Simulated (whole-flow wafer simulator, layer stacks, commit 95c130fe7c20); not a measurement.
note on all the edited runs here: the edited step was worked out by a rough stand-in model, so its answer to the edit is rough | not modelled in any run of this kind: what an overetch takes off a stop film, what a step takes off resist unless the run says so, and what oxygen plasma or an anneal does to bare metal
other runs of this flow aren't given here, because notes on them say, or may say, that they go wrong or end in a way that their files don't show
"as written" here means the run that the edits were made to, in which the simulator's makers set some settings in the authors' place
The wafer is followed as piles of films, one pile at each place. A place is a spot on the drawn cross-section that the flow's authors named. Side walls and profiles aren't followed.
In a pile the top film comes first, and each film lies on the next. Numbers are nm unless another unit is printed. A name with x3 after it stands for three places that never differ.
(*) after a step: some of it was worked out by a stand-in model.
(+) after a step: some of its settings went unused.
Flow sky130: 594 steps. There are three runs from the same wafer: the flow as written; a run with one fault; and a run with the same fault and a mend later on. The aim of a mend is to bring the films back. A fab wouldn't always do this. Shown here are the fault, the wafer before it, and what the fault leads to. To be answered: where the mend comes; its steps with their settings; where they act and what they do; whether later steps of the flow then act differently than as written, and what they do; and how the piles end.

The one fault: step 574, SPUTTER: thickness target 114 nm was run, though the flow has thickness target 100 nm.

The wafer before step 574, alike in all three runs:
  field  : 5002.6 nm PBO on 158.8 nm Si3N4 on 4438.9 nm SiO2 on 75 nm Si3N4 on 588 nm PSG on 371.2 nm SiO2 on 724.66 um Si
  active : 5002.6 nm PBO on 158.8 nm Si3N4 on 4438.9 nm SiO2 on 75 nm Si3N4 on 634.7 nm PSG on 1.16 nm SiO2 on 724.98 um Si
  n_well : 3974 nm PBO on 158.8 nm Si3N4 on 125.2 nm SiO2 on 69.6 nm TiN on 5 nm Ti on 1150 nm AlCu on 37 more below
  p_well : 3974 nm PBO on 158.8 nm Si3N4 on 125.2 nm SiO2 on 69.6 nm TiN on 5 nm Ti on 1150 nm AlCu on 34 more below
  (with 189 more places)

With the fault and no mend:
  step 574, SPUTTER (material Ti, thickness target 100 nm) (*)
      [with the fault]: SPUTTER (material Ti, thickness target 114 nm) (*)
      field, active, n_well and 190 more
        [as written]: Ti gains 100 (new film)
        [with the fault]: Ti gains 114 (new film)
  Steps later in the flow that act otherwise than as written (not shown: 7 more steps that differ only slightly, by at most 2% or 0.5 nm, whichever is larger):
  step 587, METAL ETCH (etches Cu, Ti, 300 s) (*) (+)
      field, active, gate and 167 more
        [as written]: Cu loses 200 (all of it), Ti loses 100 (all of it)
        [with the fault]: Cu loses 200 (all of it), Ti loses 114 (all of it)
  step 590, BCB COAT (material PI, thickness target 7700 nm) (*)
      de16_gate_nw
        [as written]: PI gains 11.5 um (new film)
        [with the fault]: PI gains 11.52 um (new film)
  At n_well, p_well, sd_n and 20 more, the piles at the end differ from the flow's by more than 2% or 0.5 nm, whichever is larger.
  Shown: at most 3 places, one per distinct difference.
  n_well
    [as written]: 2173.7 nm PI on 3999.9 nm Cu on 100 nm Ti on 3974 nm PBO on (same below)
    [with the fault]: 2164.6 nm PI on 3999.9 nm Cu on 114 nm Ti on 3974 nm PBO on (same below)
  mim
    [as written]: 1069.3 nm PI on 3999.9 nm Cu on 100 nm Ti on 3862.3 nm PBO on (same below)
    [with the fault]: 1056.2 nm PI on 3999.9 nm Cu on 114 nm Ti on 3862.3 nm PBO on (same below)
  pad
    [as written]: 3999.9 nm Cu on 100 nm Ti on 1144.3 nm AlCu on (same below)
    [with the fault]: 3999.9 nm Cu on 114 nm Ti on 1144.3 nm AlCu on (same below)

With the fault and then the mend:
  The mend stands after step 574.
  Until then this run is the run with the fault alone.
  step 574a, ETCH (chemistry CF4/O2, etches Si3N4, SiO2, TiN, Ti, depth target 14 nm) (the flow's step 554, run once more with other settings)
      field, active, n_well and 190 more
        Ti loses 14
  Later steps of the flow that are run all act as written at every place that is followed, up to a difference of at most 2% or 0.5 nm, whichever is larger.
  At every place that both follow, the piles at the end match the flow's.
